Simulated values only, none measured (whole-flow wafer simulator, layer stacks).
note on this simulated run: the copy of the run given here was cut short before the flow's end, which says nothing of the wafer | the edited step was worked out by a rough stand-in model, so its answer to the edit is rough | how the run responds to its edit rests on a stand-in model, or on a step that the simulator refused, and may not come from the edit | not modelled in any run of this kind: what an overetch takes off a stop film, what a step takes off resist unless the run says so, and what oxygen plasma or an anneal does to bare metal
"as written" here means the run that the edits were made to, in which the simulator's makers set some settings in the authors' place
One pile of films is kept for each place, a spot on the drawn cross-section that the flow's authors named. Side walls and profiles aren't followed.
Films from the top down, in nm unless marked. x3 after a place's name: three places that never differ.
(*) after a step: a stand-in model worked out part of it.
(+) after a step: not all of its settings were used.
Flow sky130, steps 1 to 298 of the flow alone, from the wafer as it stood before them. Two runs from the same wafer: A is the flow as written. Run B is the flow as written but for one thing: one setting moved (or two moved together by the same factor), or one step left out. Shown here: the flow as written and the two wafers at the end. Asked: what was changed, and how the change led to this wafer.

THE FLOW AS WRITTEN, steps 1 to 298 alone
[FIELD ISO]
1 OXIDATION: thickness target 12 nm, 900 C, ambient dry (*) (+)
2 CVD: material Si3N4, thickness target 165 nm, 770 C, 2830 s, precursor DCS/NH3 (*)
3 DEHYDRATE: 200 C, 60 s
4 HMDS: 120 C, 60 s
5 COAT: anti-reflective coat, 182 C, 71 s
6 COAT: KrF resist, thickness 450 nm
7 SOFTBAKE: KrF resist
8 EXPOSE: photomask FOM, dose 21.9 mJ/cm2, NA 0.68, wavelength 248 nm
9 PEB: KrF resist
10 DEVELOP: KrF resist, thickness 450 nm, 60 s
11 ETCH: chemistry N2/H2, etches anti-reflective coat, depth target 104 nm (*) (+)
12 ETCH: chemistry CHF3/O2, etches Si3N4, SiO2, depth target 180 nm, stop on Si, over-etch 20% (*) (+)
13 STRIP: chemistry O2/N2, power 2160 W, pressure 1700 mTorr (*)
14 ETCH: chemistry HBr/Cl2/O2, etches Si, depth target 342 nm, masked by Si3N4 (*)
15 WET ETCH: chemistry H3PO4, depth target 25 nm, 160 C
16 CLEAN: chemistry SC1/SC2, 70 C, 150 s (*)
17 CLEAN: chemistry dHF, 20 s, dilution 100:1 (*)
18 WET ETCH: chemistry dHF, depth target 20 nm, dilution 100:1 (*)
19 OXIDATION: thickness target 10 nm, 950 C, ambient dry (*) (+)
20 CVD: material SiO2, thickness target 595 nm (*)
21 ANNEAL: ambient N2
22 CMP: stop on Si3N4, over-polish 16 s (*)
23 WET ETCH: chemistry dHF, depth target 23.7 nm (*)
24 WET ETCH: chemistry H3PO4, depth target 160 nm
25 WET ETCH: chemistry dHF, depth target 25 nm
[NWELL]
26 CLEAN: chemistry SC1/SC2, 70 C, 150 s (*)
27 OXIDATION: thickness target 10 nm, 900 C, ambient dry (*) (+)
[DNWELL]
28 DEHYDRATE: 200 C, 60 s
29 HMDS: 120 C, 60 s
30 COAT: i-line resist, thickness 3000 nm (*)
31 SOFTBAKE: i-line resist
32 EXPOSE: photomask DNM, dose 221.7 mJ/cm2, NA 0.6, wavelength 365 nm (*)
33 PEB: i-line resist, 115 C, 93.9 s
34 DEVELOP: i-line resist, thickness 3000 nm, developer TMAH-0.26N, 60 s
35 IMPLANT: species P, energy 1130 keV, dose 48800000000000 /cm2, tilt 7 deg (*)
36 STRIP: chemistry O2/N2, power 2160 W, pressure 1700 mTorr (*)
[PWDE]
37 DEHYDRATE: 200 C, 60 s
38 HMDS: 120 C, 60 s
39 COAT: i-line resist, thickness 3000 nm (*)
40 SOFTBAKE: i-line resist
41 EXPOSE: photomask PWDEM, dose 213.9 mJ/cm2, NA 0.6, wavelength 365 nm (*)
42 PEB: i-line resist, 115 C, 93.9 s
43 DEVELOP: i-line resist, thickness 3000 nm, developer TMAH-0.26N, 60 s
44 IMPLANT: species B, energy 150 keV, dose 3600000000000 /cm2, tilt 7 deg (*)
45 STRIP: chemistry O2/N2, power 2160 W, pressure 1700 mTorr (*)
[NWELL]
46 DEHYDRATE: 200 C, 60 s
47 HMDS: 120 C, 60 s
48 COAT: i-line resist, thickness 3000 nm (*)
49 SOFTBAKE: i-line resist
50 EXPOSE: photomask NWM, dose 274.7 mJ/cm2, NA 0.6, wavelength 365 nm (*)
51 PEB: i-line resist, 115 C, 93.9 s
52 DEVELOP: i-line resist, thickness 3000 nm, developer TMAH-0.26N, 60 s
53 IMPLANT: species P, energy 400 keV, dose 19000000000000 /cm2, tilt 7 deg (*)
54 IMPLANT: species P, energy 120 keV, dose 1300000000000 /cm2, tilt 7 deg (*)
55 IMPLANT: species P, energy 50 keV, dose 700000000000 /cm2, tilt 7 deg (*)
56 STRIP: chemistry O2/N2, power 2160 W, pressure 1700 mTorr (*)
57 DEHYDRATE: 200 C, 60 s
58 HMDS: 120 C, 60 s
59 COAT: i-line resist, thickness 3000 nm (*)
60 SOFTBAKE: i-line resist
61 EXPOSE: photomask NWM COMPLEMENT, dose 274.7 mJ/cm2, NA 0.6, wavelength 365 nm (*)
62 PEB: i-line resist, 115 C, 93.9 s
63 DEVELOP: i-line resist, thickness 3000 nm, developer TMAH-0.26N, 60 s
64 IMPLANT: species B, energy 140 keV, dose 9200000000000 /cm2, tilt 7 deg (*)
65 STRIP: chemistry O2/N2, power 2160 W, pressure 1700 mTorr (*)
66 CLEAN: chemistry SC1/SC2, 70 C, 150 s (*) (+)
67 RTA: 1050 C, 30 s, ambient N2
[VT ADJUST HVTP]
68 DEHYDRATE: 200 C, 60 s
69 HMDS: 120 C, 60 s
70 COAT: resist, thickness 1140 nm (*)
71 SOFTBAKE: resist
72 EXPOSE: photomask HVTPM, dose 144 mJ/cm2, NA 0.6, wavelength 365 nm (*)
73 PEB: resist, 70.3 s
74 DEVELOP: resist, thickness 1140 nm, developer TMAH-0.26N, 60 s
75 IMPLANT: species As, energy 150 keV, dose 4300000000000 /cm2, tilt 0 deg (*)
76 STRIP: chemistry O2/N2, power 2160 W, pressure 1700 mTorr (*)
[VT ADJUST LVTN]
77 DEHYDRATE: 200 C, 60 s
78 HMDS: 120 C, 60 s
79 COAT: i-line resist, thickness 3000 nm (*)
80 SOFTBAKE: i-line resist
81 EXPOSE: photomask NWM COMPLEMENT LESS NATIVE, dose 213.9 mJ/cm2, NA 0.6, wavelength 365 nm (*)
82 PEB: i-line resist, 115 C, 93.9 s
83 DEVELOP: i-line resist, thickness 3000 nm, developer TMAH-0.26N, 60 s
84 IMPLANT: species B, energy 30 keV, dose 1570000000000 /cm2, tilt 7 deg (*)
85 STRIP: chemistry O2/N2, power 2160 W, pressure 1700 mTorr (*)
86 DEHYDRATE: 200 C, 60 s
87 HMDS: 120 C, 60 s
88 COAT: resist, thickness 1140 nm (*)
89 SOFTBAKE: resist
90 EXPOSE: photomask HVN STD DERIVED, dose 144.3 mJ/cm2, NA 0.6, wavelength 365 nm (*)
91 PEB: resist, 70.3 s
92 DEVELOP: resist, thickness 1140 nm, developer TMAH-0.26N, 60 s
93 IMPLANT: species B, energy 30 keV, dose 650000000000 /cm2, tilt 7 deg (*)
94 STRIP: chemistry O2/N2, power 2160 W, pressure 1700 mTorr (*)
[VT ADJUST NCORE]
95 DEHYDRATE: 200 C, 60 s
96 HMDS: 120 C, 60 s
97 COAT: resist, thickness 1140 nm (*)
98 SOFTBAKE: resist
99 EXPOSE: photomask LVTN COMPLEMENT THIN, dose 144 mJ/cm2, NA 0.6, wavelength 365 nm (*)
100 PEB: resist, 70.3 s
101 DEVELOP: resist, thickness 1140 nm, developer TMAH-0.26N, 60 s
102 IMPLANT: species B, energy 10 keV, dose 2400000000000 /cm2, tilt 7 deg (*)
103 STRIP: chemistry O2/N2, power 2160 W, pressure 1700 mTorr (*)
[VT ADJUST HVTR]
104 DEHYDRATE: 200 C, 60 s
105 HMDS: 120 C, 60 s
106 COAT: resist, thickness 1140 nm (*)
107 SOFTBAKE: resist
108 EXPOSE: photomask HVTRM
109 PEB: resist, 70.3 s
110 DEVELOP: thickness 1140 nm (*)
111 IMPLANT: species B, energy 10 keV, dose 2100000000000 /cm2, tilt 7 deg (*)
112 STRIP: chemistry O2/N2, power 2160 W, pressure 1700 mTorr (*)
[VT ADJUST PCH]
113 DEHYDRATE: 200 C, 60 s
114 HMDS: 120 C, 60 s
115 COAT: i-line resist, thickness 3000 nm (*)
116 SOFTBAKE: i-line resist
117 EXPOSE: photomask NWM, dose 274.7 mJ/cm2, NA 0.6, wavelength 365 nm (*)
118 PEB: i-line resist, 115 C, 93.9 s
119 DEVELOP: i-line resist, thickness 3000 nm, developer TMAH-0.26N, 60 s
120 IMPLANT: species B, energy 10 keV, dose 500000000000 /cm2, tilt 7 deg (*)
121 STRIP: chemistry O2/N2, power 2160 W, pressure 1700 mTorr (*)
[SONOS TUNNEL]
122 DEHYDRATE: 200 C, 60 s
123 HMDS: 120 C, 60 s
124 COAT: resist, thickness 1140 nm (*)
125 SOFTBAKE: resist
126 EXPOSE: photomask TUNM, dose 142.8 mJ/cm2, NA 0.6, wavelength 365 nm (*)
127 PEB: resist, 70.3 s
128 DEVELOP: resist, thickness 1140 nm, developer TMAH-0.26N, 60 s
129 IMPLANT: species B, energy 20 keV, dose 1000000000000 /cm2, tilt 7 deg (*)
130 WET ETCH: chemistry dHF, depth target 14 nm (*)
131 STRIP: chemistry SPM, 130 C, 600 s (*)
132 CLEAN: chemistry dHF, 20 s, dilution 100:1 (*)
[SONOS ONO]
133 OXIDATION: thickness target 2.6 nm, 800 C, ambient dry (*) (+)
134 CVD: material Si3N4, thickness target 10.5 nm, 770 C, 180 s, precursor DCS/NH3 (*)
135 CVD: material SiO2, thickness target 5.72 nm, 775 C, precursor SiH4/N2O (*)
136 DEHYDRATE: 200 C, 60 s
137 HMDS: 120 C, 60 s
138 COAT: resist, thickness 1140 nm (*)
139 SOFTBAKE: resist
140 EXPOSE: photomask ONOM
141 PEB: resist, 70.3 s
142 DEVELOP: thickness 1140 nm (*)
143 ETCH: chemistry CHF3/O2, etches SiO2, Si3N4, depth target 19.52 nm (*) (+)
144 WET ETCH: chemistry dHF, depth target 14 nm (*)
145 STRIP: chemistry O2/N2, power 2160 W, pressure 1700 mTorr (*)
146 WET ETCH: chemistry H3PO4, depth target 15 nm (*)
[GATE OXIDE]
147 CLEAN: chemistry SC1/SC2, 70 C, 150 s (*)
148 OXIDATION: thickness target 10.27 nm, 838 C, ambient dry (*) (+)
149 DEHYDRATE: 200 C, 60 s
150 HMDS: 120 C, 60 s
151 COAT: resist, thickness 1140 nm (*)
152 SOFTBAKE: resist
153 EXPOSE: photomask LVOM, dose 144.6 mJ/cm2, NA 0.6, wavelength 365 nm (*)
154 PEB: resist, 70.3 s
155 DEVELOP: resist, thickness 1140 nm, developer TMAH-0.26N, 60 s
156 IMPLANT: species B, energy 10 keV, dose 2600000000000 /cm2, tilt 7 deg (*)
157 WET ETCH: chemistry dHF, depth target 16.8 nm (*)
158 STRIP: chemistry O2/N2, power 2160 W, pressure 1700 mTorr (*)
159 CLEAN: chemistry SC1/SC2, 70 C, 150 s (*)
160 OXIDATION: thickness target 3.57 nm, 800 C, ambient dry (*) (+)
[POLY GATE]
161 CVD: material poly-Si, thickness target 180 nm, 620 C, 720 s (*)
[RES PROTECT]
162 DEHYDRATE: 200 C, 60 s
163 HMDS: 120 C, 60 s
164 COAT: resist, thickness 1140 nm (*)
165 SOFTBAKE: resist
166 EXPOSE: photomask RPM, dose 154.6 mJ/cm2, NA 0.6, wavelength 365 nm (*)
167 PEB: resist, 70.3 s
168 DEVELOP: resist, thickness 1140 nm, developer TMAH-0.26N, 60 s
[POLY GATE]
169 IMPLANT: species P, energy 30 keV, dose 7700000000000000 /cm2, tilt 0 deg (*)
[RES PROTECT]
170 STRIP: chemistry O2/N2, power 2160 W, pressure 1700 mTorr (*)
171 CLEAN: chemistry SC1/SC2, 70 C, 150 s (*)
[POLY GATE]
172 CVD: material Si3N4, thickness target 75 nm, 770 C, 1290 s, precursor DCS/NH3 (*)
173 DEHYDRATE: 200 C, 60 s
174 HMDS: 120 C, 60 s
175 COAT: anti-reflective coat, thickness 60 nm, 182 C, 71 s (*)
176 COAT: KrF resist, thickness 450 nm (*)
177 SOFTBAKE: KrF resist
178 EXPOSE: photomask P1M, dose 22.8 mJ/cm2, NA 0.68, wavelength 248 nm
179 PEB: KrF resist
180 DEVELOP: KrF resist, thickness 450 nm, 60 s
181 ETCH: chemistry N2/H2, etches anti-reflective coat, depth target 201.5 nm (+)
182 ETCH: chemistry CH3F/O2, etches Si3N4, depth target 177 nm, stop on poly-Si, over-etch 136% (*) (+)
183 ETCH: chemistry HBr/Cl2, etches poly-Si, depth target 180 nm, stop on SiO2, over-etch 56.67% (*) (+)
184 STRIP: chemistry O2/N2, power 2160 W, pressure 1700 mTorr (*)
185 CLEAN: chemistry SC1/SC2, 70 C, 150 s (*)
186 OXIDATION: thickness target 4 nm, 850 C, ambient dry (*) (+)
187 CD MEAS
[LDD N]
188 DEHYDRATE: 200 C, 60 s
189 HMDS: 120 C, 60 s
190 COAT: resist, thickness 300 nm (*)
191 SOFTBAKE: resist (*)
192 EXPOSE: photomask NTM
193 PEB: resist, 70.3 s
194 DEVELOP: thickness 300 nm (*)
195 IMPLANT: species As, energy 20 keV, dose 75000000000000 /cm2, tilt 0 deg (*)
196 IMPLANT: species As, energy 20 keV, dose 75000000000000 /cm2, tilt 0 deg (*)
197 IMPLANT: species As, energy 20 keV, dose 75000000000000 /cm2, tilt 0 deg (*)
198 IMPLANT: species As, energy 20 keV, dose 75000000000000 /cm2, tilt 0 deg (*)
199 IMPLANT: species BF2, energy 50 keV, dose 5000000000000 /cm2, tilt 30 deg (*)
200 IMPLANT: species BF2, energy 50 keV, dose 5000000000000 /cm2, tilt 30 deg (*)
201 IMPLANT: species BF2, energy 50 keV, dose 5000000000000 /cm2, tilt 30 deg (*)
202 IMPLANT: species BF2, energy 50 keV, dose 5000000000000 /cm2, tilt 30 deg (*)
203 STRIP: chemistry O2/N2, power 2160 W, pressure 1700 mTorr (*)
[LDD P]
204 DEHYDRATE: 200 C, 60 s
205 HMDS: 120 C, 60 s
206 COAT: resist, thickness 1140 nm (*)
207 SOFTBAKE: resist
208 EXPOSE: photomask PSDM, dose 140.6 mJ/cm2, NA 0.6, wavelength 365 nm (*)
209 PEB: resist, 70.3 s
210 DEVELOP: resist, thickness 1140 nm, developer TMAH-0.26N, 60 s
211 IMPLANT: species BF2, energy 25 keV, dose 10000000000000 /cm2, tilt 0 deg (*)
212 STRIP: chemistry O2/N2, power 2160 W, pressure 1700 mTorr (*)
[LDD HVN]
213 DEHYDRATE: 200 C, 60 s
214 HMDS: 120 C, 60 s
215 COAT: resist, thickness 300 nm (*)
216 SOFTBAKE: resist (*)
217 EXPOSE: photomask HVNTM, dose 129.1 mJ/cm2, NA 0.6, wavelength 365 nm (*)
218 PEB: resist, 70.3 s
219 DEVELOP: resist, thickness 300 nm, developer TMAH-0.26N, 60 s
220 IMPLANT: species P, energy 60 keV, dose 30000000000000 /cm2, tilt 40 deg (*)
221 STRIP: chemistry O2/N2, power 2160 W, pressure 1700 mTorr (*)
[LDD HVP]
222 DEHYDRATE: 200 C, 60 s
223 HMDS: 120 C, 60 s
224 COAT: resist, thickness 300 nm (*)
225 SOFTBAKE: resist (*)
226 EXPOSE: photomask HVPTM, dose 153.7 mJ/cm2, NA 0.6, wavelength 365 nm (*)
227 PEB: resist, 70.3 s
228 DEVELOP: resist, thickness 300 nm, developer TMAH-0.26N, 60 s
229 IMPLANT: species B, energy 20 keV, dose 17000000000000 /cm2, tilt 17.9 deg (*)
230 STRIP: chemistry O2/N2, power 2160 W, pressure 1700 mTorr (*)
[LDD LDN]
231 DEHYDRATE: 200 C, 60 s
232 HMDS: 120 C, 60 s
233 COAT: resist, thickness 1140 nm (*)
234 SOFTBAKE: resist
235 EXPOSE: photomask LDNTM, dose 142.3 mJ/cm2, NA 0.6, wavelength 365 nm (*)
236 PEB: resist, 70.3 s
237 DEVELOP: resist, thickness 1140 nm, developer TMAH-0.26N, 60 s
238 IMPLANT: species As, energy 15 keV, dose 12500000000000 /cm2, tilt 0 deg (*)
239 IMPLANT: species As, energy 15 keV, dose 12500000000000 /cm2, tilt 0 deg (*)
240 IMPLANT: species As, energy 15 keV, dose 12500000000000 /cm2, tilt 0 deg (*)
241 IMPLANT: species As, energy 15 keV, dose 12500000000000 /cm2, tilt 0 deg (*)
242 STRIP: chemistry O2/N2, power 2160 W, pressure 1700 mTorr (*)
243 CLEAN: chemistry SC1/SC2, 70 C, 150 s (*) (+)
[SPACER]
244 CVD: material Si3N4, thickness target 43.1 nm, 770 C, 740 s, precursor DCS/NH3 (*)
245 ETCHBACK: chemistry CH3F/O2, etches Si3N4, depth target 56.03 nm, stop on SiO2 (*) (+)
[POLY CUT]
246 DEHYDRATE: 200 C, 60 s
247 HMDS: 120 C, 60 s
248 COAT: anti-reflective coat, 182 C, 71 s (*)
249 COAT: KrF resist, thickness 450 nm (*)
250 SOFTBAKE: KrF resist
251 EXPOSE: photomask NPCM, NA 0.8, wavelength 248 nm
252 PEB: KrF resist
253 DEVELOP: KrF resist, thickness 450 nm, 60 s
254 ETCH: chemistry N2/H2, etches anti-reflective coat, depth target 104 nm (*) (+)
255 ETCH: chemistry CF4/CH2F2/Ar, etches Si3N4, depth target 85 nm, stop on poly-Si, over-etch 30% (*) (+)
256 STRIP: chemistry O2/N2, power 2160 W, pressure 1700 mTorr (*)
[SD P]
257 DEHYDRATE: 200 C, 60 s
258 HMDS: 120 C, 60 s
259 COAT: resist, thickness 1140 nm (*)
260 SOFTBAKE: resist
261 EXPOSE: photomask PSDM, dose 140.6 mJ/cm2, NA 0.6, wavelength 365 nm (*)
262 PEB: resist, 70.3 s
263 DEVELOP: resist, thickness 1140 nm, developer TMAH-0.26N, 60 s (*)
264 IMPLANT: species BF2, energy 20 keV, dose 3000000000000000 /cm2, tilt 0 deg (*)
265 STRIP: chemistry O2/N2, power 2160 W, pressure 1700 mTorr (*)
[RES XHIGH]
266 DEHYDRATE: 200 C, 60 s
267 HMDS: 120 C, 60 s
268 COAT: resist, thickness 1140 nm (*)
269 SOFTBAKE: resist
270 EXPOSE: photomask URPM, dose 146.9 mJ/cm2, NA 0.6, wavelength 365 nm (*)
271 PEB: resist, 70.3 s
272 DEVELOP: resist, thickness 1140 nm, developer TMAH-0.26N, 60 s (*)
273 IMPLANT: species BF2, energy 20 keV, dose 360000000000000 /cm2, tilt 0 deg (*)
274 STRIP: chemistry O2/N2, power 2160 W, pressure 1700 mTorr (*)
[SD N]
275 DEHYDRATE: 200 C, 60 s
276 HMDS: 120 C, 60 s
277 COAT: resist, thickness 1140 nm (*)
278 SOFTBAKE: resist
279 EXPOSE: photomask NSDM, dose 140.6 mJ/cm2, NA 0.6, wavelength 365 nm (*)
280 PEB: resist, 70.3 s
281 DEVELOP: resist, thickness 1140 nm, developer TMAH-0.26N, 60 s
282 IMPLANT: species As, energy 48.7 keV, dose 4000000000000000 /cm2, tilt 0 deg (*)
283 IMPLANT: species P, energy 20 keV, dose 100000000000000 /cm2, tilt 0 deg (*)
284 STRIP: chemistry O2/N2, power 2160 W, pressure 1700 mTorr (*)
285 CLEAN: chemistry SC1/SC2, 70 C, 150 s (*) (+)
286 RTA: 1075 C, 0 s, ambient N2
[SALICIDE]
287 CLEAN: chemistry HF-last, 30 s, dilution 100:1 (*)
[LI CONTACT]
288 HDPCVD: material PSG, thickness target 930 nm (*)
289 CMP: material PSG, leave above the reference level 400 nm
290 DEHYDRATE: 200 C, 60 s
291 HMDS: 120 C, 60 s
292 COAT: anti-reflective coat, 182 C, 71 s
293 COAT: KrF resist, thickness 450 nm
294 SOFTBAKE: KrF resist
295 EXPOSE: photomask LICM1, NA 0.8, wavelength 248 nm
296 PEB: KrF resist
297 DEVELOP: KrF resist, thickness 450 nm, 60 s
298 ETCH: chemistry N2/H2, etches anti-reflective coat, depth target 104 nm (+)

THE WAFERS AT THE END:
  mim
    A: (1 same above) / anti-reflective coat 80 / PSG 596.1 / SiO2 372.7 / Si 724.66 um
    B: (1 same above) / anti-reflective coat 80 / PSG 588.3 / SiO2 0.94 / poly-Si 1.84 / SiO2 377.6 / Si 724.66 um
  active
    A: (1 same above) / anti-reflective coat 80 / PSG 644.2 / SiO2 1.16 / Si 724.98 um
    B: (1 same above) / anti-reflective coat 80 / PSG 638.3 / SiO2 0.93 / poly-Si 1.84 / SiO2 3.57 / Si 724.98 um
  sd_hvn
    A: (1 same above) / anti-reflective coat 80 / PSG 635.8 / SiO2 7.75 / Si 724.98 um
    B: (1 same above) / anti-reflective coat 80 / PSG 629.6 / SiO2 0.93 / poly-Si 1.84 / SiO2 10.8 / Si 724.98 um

The cause: step 183, ETCH: depth target 112 nm was run, where the flow has depth target 180 nm.

How the change led to this, step by step:
  183 ETCH: chemistry HBr/Cl2, etches poly-Si, depth target 180 nm, stop on SiO2, over-etch 56.67% (*) (+)
      field, active, p_well and 109 more: A poly-Si -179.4 (all of it), SiO2 -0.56 | B poly-Si -175.5
      ndiff_dn: A poly-Si -215.2 (all of it), SiO2 -0.33 | B poly-Si -175.5
      (and at 77 more places)
  184 STRIP: chemistry O2/N2, power 2160 W, pressure 1700 mTorr (*)
      field, active, p_well and 110 more: A nothing | B chemical SiO2 +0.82 (new film), poly-Si -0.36
      dice_street, grade_field_poly: A KrF resist -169 (all of it), anti-reflective coat -60 (all of it) | B KrF resist -204.6 (all of it), anti-reflective coat -60 (all of it)
      (and at 75 more places)
  185 CLEAN: chemistry SC1/SC2, 70 C, 150 s (*)
      field, mim, iso_guard and 60 more: A SiO2 -0.68 | B chemical SiO2 -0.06, poly-Si -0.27
  186 OXIDATION: thickness target 4 nm, 850 C, ambient dry (*) (+)
      field, mim, vpp_sp and 36 more: A SiO2 +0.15, Si -0.06 | B SiO2 +4 (new film), chemical SiO2 -0.76 (all of it), poly-Si -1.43
      active, p_well, spacer and 26 more: A SiO2 +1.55, Si -0.68 | B SiO2 +4 (new film), chemical SiO2 -0.76 (all of it), poly-Si -1.43
      (and at 45 more places)
  190 COAT: resist, thickness 300 nm (*)
      n_well: A resist +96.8 (new film) | B resist +103.6 (new film)
      gate: A resist +132.3 (new film) | B resist +136.8 (new film)
      (and at 34 more places)
  194 DEVELOP: thickness 300 nm (*)
      gate: A resist -130 (all of it) | B resist -134.5 (all of it)
      gate_lg05: A resist -157.7 (all of it) | B resist -161.6 (all of it)
      (and at 4 more places)
  203 STRIP: chemistry O2/N2, power 2160 W, pressure 1700 mTorr (*)
      n_well: A resist -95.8 (all of it) | B resist -102.6 (all of it)
      gate_hv: A resist -174.6 (all of it) | B resist -178.2 (all of it)
      (and at 28 more places)
  206 COAT: resist, thickness 1140 nm (*)
      ndiff_dn: A resist +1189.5 (new film) | B resist +1157.7 (new film)
      poly_endcap: A resist +955.5 (new film) | B resist +987.9 (new film)
  207 SOFTBAKE: resist
      poly_endcap: A resist -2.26 | B resist -0.78
      iso_guard_nsd: A resist +3.67 | B resist +2.99
      (and at 1 more place)
  209 PEB: resist, 70.3 s
      ndiff_dn: A resist -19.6 | B resist -19
      poly_endcap: A resist -14.9 | B resist -15.6
  212 STRIP: chemistry O2/N2, power 2160 W, pressure 1700 mTorr (*)
      ndiff_dn: A resist -1172.7 (all of it) | B resist -1140.9 (all of it)
      poly_endcap: A resist -938.3 (all of it) | B resist -971.5 (all of it)
  215 COAT: resist, thickness 300 nm (*)
      n_well: A resist +96.8 (new film) | B resist +103.6 (new film)
      gate: A resist +132.3 (new film) | B resist +136.8 (new film)
      (and at 34 more places)
  219 DEVELOP: resist, thickness 300 nm, developer TMAH-0.26N, 60 s
      gate_hv: A resist -174.6 (all of it) | B resist -178.2 (all of it)
      gate_hv_sd: A resist -141.9 (all of it) | B resist -146.1 (all of it)
  221 STRIP: chemistry O2/N2, power 2160 W, pressure 1700 mTorr (*)
      n_well: A resist -95.8 (all of it) | B resist -102.6 (all of it)
      gate: A resist -130 (all of it) | B resist -134.5 (all of it)
      (and at 32 more places)
  224 COAT: resist, thickness 300 nm (*)
      n_well: A resist +96.8 (new film) | B resist +103.6 (new film)
      gate: A resist +132.3 (new film) | B resist +136.8 (new film)
      (and at 34 more places)
  228 DEVELOP: resist, thickness 300 nm, developer TMAH-0.26N, 60 s
      gate_p_g5v0_sd: A resist -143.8 (all of it) | B resist -147.8 (all of it)
  ... 21 more steps ...
  289 CMP: material PSG, leave above the reference level 400 nm
      mim, vpp_sp, vpp_ln and 30 more: A PSG -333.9 | B PSG -341.7
      active, p_well, sd_n and 19 more: A PSG -285.8 | B PSG -291.7
      (and at 51 more places)
